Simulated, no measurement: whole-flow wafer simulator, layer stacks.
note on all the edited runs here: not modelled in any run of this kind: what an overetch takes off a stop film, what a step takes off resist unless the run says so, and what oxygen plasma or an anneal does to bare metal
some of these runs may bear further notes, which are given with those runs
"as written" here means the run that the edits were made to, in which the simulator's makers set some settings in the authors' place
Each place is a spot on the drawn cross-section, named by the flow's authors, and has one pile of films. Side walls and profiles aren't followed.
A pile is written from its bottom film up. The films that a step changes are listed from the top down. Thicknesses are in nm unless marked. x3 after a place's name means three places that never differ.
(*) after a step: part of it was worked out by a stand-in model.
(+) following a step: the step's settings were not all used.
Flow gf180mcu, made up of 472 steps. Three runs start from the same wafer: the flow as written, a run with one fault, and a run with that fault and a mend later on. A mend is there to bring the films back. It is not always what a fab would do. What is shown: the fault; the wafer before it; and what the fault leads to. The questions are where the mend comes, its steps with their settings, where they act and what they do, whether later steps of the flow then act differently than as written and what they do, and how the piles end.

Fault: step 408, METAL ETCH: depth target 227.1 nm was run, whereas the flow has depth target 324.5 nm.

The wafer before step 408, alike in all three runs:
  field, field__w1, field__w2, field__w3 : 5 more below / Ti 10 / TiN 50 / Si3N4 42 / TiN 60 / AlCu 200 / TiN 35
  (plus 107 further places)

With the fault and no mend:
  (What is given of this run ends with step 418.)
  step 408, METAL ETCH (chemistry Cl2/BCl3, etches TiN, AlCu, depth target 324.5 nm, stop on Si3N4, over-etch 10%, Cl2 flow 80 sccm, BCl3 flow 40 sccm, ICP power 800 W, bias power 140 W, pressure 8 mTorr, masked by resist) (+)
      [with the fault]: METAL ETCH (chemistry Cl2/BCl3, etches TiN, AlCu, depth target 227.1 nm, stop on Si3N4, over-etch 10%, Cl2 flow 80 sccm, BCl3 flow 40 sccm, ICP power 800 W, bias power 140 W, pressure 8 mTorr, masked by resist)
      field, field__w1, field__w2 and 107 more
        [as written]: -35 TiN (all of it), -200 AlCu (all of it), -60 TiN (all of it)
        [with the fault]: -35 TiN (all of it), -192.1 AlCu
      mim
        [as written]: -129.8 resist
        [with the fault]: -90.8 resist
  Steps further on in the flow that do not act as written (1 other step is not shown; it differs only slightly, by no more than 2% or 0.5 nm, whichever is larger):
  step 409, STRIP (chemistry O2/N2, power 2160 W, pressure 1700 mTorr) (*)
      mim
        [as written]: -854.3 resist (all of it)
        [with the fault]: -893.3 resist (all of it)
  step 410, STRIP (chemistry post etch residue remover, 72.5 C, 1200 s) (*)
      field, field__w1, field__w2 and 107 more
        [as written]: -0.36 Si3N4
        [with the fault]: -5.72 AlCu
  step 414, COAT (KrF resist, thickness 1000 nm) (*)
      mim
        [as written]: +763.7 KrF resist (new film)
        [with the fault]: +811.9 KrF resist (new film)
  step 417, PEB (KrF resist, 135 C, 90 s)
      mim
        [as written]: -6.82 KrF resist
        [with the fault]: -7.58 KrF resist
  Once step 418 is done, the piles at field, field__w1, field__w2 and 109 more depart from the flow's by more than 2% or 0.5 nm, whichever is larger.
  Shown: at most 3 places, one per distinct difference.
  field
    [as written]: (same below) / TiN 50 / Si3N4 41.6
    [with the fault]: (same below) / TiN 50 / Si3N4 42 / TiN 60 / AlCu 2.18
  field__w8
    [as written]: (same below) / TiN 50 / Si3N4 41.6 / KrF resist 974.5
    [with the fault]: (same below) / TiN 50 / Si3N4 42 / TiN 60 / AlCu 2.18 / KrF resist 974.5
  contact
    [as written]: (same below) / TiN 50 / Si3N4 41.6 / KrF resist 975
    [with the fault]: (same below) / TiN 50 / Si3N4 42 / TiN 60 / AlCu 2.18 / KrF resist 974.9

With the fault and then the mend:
  After step 408 comes the mend.
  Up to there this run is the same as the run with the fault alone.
  step 408a, METAL ETCH (chemistry Cl2/BCl3, etches TiN, AlCu, depth target 97.4 nm, stop on Si3N4, over-etch 10%, Cl2 flow 80 sccm, BCl3 flow 40 sccm, ICP power 800 W, bias power 140 W, pressure 8 mTorr, masked by resist) (+) (a further turn of the flow's step 408, with different settings)
      field, field__w1, field__w2 and 107 more
        -7.9 AlCu (all of it), -60 TiN (all of it)
      mim
        -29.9 resist
  Every later step of the flow that is run acts as written, at every place that is followed, to within 2% or 0.5 nm, whichever is larger.
  The piles end the same as the flow's at every place that both follow.
